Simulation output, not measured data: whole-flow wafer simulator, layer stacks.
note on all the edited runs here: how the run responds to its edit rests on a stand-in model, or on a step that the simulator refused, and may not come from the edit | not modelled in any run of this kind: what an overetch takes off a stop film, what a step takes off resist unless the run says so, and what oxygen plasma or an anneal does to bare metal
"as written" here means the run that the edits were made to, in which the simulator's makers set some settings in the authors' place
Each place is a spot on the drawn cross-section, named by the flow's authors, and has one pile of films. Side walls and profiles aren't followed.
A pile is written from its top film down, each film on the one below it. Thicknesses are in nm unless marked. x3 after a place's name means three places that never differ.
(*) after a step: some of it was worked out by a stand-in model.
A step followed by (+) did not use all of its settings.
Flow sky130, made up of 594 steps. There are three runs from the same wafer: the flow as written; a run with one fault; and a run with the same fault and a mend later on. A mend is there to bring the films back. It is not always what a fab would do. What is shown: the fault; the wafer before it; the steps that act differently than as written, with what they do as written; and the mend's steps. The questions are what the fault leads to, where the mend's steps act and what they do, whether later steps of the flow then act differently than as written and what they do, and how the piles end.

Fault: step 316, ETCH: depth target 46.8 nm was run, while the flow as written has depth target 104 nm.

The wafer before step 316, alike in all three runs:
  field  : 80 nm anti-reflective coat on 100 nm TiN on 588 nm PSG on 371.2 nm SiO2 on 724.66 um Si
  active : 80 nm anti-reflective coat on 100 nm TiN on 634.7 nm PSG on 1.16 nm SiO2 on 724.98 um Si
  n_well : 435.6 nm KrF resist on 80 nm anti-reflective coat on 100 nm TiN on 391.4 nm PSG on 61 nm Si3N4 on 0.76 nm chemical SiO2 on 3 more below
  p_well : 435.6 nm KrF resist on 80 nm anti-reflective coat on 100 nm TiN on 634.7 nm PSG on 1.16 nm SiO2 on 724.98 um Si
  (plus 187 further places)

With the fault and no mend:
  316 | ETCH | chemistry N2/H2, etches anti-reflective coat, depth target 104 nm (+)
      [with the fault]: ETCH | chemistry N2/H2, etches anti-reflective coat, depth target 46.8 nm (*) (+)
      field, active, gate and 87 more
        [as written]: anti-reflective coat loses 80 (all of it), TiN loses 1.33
        [with the fault]: anti-reflective coat loses 46.8
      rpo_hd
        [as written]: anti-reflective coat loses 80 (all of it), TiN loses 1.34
        [with the fault]: anti-reflective coat loses 46.8
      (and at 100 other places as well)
  Steps further on in the flow that do not act as written (not shown: 8 more steps that differ only slightly, by at most 2% or 0.5 nm, whichever is larger):
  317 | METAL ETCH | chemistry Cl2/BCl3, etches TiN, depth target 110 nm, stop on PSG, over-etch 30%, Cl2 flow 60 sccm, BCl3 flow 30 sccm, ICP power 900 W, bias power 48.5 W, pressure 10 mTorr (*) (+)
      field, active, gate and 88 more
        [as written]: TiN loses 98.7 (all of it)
        [with the fault]: anti-reflective coat loses 33.2 (all of it), TiN loses 76.8
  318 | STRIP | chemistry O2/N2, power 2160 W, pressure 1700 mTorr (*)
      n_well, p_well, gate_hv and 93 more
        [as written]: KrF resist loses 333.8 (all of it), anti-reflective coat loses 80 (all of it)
        [with the fault]: KrF resist loses 365.6 (all of it), anti-reflective coat loses 80 (all of it)
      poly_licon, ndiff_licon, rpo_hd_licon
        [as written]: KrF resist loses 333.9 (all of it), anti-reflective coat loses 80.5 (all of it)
        [with the fault]: KrF resist loses 365.7 (all of it), anti-reflective coat loses 80.5 (all of it)
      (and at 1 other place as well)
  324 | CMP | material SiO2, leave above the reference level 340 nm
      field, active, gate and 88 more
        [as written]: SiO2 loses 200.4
        [with the fault]: SiO2 loses 223.2
  By the end, the piles at field, active, gate and 90 more depart from the flow's by more than 2% or 0.5 nm, whichever is larger.
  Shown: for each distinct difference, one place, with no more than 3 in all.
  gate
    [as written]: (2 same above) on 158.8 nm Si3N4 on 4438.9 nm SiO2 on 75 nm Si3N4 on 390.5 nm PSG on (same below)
    [with the fault]: (2 same above) on 158.8 nm Si3N4 on 4416.1 nm SiO2 on 75 nm Si3N4 on 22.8 nm TiN on 390.5 nm PSG on (same below)
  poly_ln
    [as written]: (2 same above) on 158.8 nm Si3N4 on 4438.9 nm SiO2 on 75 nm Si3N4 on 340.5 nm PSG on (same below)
    [with the fault]: (2 same above) on 158.8 nm Si3N4 on 4416.1 nm SiO2 on 75 nm Si3N4 on 22.8 nm TiN on 340.5 nm PSG on (same below)
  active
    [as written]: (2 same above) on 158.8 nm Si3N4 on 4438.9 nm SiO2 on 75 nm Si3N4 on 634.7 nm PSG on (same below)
    [with the fault]: (2 same above) on 158.8 nm Si3N4 on 4416.1 nm SiO2 on 75 nm Si3N4 on 22.8 nm TiN on 634.7 nm PSG on (same below)

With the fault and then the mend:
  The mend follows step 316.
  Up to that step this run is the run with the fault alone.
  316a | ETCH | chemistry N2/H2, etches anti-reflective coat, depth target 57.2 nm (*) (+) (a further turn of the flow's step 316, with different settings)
      n_well, p_well, gate_hv and 97 more
        KrF resist loses 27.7
      field, active, gate and 88 more
        anti-reflective coat loses 33.2 (all of it), TiN loses 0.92
  Later steps of the flow that are run all act as written at every place that is followed, up to a difference of at most 2% or 0.5 nm, whichever is larger.
  The piles end the same as the flow's at every place that both follow.
